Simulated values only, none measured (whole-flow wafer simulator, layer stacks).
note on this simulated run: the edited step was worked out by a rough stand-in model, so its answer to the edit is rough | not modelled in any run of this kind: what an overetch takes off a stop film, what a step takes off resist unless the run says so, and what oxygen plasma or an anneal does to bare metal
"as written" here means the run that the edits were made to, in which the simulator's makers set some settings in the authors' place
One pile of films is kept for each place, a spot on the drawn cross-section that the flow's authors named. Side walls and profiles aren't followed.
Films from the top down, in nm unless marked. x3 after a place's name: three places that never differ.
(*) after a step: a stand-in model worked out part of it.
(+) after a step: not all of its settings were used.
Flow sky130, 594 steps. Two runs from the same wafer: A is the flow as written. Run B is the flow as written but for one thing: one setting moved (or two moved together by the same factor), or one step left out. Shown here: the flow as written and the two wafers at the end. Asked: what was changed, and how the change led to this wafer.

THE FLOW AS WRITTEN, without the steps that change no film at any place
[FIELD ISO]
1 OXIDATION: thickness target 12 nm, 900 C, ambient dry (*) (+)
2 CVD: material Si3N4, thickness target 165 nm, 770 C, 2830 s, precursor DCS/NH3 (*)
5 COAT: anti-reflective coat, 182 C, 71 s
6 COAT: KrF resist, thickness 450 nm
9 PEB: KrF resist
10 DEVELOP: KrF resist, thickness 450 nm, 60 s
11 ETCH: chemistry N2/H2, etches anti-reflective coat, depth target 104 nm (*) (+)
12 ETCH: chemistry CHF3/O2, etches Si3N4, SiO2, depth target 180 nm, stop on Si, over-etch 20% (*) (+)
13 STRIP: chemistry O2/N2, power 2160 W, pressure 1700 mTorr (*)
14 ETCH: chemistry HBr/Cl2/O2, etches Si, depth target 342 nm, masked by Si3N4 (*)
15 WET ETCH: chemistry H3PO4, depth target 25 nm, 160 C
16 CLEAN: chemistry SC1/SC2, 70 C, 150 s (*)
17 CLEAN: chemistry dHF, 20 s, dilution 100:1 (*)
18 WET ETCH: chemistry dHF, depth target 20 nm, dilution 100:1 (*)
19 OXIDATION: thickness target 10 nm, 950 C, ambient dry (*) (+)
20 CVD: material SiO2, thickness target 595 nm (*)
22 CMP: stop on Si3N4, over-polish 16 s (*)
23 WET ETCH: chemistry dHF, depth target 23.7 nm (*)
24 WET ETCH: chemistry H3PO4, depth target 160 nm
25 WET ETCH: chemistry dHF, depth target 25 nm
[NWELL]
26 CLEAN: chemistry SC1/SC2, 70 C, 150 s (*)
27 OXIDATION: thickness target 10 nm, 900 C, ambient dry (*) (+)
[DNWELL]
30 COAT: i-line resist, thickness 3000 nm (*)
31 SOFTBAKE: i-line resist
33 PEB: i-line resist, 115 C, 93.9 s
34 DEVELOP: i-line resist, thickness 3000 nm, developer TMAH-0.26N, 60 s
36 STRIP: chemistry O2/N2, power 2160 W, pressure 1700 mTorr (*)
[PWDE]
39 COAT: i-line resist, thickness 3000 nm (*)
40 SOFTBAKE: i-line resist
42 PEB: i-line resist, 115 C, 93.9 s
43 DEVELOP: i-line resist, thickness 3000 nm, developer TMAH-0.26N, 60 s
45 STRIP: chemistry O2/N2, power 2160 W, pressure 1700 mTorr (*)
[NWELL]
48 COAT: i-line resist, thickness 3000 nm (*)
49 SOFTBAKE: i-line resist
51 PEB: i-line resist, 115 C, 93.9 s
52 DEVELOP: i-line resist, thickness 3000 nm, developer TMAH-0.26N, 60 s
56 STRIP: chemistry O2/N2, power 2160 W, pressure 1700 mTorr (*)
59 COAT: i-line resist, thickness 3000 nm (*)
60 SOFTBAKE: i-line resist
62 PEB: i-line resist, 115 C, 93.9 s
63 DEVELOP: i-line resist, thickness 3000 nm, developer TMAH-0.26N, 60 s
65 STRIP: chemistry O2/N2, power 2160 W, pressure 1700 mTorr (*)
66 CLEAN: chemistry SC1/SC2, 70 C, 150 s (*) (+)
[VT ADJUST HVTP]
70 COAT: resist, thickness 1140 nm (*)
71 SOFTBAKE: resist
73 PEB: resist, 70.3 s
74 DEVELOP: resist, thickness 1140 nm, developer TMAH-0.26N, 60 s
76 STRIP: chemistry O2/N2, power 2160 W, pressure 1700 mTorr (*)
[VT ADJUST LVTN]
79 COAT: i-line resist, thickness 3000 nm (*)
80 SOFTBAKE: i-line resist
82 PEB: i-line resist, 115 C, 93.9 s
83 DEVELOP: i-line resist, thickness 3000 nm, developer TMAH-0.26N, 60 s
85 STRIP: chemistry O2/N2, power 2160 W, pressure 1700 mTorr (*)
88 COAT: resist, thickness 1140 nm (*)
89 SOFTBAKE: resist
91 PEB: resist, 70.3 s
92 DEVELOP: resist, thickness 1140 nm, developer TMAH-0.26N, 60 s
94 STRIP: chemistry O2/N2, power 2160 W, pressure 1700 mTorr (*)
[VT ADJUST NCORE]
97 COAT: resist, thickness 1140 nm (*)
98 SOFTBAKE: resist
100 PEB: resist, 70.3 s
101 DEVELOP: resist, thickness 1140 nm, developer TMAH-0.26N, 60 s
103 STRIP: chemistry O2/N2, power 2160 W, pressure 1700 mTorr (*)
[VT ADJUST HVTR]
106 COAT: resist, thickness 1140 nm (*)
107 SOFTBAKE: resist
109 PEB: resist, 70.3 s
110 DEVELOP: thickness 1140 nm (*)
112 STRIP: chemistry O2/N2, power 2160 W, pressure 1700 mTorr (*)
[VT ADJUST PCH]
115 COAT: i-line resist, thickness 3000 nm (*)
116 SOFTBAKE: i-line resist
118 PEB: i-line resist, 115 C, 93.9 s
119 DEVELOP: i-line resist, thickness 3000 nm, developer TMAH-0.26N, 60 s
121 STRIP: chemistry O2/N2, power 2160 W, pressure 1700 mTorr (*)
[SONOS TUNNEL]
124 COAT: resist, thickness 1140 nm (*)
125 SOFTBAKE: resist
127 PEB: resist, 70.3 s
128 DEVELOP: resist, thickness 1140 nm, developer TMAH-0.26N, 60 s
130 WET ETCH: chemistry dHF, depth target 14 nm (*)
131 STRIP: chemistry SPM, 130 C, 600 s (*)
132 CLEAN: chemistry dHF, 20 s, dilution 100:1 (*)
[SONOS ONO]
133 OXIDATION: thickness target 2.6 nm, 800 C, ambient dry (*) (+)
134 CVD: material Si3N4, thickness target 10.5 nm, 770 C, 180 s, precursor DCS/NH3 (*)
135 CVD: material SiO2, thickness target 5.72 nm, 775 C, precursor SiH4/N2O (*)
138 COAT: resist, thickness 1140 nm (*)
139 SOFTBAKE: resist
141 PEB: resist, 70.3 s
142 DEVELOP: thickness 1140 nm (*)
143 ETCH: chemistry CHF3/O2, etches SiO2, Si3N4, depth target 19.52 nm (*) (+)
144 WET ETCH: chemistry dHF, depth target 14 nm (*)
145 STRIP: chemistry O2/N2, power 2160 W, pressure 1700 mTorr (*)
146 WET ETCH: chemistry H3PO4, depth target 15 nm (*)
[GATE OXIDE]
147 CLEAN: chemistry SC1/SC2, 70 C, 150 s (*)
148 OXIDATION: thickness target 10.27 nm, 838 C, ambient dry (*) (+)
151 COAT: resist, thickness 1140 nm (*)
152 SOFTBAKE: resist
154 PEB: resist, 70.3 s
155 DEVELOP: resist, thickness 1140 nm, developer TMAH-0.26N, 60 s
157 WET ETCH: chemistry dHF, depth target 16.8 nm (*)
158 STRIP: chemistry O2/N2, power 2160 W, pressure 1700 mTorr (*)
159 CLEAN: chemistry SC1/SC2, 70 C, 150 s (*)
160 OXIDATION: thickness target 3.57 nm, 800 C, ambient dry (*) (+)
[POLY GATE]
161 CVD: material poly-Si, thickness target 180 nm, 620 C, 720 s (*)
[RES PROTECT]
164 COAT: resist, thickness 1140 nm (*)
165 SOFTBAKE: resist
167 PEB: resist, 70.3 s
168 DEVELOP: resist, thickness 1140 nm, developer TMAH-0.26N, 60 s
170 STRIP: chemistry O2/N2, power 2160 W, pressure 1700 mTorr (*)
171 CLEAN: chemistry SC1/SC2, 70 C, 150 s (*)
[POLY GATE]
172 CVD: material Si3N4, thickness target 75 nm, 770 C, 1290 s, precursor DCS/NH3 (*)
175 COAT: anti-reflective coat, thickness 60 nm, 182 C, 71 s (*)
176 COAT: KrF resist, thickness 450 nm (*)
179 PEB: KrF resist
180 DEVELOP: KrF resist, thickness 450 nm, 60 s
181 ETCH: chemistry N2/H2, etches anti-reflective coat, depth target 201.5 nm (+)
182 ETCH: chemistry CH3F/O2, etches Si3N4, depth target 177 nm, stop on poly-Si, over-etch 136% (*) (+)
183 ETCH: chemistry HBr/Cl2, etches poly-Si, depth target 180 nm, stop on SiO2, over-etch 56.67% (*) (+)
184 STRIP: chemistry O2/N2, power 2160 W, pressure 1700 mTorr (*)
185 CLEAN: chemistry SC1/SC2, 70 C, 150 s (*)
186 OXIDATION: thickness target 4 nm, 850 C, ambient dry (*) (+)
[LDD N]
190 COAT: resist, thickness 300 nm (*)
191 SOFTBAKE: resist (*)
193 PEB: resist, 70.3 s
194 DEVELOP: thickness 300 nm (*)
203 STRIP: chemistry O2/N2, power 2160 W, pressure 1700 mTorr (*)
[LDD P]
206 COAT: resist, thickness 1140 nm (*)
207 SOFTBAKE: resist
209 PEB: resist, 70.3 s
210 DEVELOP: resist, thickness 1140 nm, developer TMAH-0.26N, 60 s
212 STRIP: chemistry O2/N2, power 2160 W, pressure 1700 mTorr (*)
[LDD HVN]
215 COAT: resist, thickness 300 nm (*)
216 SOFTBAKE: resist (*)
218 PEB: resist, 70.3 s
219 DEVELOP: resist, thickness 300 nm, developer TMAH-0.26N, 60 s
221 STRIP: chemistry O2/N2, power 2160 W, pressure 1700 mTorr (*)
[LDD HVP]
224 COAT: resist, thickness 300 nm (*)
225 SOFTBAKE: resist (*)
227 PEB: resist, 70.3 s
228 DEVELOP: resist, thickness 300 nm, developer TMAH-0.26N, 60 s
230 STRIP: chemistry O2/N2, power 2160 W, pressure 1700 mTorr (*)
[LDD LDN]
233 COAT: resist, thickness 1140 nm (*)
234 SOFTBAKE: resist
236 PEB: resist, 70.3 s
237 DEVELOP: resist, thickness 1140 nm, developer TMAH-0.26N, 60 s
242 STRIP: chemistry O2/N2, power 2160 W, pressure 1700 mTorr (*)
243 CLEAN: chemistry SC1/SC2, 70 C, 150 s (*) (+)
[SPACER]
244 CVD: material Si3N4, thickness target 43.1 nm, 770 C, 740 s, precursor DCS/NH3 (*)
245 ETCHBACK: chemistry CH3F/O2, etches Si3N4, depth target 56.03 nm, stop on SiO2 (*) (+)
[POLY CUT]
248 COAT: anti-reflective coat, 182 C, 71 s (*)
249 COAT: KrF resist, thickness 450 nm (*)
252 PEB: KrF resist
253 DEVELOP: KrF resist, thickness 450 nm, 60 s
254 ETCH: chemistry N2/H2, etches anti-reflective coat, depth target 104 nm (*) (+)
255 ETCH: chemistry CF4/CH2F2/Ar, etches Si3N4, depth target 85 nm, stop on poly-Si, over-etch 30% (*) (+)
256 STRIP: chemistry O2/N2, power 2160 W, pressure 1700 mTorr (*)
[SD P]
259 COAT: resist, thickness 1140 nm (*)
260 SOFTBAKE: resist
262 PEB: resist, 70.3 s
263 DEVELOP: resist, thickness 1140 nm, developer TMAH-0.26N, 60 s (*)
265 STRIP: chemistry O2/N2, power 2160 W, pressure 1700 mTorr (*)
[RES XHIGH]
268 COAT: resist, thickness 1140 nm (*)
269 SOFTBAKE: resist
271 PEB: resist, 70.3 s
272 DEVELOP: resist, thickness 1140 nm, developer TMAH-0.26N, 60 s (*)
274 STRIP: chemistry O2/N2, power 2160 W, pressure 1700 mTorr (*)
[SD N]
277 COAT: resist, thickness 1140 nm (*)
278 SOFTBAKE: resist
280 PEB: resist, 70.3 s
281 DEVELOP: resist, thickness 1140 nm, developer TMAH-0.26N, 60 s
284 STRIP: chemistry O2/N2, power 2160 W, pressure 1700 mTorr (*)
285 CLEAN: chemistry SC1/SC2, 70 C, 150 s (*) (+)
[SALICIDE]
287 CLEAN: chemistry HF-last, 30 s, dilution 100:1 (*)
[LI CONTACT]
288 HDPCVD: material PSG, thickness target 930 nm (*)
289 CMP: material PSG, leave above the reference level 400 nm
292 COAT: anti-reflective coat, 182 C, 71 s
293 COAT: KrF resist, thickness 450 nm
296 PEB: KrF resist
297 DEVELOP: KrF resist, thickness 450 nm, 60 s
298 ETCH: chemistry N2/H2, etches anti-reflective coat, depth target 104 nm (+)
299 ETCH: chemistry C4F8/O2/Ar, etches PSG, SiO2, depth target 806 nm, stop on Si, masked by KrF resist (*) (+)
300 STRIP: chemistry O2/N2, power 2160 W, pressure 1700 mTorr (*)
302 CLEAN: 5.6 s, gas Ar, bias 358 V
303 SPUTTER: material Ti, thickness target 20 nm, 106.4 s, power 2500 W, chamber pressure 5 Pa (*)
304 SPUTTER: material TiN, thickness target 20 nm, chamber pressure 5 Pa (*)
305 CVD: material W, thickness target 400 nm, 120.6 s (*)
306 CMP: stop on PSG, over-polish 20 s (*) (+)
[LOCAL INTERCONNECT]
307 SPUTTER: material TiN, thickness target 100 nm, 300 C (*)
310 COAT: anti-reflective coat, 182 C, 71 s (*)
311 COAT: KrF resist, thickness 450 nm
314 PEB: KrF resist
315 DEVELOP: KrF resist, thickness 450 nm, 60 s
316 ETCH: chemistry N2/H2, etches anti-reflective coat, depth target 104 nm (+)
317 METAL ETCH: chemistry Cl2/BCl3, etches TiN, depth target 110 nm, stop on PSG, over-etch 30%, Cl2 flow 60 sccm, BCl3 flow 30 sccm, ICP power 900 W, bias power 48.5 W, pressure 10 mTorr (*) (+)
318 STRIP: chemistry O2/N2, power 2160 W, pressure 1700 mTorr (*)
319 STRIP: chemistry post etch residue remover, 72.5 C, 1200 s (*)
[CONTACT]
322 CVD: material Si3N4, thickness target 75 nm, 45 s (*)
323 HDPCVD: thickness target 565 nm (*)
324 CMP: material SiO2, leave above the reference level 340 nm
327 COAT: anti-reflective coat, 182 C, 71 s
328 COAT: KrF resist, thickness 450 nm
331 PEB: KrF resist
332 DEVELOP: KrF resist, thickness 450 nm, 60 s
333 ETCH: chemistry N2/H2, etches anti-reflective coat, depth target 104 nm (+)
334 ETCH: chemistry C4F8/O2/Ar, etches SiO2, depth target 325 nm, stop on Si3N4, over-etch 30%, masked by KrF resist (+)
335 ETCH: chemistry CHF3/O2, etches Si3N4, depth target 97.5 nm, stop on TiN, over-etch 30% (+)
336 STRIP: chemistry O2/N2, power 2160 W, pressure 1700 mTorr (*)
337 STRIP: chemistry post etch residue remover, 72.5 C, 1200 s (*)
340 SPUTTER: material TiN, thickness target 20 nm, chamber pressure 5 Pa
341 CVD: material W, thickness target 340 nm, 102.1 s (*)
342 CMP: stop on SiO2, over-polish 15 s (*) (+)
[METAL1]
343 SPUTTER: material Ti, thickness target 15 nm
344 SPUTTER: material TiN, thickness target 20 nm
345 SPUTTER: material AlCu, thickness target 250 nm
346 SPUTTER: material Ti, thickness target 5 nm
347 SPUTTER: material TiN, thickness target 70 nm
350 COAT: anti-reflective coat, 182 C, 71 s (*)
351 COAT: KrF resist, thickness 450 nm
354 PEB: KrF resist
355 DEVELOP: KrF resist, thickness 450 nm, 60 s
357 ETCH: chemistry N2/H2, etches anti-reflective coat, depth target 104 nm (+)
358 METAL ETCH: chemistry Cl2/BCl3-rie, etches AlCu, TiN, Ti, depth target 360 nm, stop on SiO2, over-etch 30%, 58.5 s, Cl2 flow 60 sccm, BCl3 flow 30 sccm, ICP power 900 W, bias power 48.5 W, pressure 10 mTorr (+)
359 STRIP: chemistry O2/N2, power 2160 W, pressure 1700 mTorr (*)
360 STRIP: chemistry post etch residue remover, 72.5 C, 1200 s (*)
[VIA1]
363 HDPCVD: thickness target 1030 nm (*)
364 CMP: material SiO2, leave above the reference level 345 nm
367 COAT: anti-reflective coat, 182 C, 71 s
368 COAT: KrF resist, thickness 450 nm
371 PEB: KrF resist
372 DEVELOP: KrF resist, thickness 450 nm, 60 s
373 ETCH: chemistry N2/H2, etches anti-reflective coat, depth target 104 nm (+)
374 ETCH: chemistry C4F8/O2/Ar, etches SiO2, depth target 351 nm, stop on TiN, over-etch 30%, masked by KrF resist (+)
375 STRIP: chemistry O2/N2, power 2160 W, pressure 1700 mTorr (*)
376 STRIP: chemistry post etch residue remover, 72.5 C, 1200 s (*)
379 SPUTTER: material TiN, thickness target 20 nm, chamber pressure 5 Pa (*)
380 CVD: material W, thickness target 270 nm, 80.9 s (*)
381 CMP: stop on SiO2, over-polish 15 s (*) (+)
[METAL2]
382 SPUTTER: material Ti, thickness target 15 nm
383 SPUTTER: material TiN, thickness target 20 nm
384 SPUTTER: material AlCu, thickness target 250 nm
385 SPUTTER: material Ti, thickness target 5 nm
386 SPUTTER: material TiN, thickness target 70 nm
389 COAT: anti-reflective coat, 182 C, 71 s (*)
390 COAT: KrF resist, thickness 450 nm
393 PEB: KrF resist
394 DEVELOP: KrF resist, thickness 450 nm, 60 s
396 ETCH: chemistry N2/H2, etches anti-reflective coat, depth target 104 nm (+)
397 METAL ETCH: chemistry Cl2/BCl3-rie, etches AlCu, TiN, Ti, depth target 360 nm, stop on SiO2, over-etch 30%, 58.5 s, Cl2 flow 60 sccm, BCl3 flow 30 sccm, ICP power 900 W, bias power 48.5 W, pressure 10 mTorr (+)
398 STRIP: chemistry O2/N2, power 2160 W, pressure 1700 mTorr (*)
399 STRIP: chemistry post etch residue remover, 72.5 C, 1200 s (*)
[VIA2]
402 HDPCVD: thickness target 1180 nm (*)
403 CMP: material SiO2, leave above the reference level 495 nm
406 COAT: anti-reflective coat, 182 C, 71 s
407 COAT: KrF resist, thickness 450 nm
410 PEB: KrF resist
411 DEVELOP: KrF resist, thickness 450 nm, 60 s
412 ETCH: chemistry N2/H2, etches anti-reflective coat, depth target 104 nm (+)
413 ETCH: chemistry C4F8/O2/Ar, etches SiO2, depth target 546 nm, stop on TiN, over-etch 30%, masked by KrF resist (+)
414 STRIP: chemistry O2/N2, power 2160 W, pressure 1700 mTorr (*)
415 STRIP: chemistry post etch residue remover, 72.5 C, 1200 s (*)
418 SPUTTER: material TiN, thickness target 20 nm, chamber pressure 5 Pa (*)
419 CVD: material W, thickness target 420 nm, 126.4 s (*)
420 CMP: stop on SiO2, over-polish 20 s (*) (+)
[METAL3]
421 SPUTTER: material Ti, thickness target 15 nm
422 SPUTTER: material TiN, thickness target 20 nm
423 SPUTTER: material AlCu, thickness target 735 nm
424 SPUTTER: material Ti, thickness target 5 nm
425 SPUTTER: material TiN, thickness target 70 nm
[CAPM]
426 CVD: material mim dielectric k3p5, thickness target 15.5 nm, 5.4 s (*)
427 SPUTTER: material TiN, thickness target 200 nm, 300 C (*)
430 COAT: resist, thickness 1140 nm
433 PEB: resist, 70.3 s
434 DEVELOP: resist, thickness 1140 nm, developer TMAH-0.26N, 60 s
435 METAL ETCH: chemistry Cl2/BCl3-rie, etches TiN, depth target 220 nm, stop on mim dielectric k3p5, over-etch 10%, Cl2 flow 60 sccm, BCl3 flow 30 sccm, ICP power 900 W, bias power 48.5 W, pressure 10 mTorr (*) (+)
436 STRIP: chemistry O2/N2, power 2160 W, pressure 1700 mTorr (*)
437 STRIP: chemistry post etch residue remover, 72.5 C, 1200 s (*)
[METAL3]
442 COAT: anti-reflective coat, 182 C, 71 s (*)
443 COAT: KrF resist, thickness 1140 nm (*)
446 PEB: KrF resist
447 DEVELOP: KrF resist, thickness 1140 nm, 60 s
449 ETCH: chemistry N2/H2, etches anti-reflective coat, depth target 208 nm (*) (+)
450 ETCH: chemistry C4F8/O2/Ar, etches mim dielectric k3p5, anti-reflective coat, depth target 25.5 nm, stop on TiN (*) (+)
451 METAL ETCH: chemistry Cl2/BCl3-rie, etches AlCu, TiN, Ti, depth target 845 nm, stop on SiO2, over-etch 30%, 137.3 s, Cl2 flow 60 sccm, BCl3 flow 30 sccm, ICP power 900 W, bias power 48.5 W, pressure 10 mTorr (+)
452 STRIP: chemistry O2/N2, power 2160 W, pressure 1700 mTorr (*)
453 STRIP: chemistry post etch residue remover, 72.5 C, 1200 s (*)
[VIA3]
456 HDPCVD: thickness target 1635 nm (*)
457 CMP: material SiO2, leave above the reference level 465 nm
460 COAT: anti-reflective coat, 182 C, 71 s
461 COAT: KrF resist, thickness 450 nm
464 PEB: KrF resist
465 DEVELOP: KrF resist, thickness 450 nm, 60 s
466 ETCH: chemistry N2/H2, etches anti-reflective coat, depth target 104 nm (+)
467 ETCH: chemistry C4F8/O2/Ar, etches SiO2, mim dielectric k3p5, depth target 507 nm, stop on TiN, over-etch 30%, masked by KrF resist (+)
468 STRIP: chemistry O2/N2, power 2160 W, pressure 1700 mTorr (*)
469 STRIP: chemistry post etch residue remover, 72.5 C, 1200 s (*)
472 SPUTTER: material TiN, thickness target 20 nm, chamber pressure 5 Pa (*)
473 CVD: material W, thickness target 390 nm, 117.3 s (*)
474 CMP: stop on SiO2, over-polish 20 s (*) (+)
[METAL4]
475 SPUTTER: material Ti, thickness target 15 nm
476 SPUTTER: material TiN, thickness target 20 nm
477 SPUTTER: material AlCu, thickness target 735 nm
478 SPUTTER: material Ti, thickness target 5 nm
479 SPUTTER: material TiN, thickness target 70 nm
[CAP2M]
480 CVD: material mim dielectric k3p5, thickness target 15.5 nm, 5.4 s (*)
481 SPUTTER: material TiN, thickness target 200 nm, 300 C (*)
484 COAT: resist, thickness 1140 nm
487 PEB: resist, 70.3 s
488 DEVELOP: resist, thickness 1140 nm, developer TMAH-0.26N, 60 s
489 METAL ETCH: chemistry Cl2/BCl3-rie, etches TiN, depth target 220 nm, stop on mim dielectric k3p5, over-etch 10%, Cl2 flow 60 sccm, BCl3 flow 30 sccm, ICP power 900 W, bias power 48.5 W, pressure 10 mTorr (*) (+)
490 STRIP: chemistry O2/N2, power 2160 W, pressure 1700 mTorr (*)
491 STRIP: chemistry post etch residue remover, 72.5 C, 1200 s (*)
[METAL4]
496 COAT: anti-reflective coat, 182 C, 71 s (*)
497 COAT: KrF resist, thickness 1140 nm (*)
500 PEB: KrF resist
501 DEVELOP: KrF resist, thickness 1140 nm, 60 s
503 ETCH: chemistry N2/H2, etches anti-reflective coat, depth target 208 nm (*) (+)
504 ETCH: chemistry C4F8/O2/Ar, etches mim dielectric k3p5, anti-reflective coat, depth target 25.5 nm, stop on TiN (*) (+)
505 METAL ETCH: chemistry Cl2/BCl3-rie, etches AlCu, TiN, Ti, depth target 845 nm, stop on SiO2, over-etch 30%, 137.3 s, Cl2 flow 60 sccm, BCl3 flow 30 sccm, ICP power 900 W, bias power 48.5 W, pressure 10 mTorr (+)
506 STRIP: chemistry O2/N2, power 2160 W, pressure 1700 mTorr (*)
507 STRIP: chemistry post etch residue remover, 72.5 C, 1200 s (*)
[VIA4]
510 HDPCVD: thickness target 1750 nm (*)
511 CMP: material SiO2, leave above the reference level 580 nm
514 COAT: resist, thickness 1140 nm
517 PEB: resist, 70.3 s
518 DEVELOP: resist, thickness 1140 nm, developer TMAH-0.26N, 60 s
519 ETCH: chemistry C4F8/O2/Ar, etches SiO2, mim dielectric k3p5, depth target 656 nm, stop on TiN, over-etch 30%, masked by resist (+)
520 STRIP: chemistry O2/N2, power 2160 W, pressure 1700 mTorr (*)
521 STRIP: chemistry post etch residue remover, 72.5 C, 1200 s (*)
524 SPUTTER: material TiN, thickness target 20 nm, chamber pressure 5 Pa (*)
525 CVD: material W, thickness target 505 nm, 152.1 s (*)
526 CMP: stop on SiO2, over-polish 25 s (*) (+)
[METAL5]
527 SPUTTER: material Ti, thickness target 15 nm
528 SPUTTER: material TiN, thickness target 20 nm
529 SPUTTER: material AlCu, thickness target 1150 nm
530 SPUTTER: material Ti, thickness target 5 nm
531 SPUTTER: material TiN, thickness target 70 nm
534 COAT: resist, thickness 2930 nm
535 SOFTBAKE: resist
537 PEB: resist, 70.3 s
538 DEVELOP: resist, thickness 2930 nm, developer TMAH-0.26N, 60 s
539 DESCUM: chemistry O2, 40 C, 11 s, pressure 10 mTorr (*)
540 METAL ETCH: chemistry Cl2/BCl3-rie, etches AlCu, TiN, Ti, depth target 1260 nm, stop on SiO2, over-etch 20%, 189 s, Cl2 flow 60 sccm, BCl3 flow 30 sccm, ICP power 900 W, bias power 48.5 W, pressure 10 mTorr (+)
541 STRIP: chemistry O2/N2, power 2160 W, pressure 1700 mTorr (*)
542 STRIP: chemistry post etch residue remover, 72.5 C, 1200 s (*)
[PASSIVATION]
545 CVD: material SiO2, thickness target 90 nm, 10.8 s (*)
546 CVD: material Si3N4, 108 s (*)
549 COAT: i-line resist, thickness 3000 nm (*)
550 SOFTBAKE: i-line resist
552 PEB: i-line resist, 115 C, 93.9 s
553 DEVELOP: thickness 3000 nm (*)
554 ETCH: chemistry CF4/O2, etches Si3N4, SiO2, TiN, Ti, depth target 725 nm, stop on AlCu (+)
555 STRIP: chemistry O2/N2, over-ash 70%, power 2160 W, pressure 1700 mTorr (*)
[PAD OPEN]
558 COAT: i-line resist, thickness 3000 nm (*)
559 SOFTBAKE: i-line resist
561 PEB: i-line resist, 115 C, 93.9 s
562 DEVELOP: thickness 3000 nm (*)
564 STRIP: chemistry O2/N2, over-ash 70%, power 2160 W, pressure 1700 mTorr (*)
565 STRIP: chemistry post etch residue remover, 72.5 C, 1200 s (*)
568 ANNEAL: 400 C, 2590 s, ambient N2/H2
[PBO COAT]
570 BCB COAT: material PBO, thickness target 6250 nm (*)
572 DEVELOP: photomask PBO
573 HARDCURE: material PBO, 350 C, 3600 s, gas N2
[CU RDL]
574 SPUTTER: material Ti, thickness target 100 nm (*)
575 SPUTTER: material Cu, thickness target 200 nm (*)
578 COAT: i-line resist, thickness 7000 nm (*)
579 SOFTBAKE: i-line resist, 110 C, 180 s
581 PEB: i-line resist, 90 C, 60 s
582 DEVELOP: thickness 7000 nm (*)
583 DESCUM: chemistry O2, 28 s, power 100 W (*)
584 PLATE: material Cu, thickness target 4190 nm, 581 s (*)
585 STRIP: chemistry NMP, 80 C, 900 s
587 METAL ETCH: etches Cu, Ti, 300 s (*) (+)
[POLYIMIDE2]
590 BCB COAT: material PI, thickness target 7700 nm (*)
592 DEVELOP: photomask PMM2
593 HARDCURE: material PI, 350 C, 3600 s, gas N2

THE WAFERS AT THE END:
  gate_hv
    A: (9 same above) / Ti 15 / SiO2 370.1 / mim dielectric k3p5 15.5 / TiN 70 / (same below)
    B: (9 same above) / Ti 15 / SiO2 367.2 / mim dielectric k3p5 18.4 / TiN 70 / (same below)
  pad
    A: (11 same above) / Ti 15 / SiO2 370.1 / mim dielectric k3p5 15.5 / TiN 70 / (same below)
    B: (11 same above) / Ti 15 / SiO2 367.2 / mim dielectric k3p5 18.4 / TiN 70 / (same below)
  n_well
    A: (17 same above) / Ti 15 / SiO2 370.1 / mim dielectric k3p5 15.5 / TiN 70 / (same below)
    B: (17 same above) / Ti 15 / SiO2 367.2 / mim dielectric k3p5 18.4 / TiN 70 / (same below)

The cause: step 426, CVD: thickness target 18.4 nm was run, where the flow has thickness target 15.5 nm; step 426, CVD: 6.43 s was run, where the flow has 5.4 s.
It can be read off the wafer: gate_hv has mim dielectric k3p5 18.4, and step 426 as written asks for 15.5 nm.

How the change led to this, step by step:
  426 CVD: material mim dielectric k3p5, thickness target 15.5 nm, 5.4 s (*)
      field, active, n_well and 188 more: A mim dielectric k3p5 +15.5 (new film) | B mim dielectric k3p5 +18.4 (new film)
  450 ETCH: chemistry C4F8/O2/Ar, etches mim dielectric k3p5, anti-reflective coat, depth target 25.5 nm, stop on TiN (*) (+)
      n_well, p_well, gate_hv and 104 more: A KrF resist -15.5 | B KrF resist -17
      field, active, gate and 82 more: A mim dielectric k3p5 -15.5 (all of it) | B mim dielectric k3p5 -18.4 (all of it)
  467 ETCH: chemistry C4F8/O2/Ar, etches SiO2, mim dielectric k3p5, depth target 507 nm, stop on TiN, over-etch 30%, masked by KrF resist (+)
      m1: A SiO2 -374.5 (all of it), mim dielectric k3p5 -15.5 (all of it) | B SiO2 -371.6 (all of it), mim dielectric k3p5 -18.4 (all of it)
      via3_hole: A SiO2 -373.9 (all of it), mim dielectric k3p5 -15.5 (all of it) | B SiO2 -371 (all of it), mim dielectric k3p5 -18.4 (all of it)
